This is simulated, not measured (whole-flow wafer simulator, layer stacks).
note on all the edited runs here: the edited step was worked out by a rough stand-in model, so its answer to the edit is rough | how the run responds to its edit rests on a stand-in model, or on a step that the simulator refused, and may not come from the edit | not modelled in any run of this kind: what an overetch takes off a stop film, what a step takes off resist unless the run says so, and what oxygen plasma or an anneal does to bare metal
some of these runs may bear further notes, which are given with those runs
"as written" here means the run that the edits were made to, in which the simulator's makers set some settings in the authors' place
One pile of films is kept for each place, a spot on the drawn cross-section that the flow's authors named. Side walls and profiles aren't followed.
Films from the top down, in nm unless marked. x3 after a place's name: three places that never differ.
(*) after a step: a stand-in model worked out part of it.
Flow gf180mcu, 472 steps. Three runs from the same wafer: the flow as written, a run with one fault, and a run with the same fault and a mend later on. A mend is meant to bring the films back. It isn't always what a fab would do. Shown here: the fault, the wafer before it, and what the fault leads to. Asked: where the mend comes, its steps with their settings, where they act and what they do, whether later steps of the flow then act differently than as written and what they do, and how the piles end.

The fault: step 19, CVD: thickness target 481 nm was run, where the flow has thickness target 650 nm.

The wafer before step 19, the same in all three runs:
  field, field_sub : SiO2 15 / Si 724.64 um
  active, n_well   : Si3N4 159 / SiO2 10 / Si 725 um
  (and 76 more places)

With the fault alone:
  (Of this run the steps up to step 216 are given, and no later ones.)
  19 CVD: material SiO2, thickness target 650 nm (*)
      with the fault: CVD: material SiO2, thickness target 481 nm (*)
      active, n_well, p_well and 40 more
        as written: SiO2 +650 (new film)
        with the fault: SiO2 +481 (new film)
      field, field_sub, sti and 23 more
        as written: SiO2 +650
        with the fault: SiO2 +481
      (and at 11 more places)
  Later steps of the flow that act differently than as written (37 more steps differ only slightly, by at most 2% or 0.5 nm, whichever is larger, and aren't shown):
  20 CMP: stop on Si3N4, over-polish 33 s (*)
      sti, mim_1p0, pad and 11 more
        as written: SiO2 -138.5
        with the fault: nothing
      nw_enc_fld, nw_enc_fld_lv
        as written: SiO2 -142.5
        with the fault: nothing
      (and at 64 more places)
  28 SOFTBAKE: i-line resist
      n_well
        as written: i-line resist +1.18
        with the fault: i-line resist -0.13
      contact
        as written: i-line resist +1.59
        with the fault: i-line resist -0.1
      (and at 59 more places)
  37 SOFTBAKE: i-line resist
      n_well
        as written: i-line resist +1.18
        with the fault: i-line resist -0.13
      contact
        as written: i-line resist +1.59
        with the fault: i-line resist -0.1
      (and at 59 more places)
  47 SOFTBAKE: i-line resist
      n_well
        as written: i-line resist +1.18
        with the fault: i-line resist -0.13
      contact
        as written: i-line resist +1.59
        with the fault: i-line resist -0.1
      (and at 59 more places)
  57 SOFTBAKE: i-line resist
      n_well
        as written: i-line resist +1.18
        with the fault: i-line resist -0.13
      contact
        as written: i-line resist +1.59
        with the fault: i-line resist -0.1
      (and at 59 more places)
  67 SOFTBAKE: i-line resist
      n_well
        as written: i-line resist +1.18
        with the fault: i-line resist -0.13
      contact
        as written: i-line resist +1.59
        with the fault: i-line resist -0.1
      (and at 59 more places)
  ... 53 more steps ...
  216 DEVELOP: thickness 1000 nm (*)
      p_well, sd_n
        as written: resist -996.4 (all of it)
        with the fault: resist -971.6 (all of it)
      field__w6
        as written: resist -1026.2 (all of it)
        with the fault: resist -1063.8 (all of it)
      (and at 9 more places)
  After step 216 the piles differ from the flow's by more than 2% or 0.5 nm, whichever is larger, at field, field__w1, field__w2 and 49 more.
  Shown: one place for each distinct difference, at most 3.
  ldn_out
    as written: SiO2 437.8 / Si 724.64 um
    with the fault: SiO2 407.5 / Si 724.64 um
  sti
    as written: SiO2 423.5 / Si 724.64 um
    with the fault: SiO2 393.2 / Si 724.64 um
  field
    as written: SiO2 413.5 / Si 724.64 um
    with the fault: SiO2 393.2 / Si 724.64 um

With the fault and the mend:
  The mend comes after step 19.
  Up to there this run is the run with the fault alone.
  19a CVD: material SiO2, thickness target 169 nm (*) (the flow's step 19 once more, with other settings)
      field, field_sub, active and 77 more
        SiO2 +169
  No later step of the flow acts differently than as written at any place that is followed.
  At the end the piles are the same as the flow's at every place that both follow.
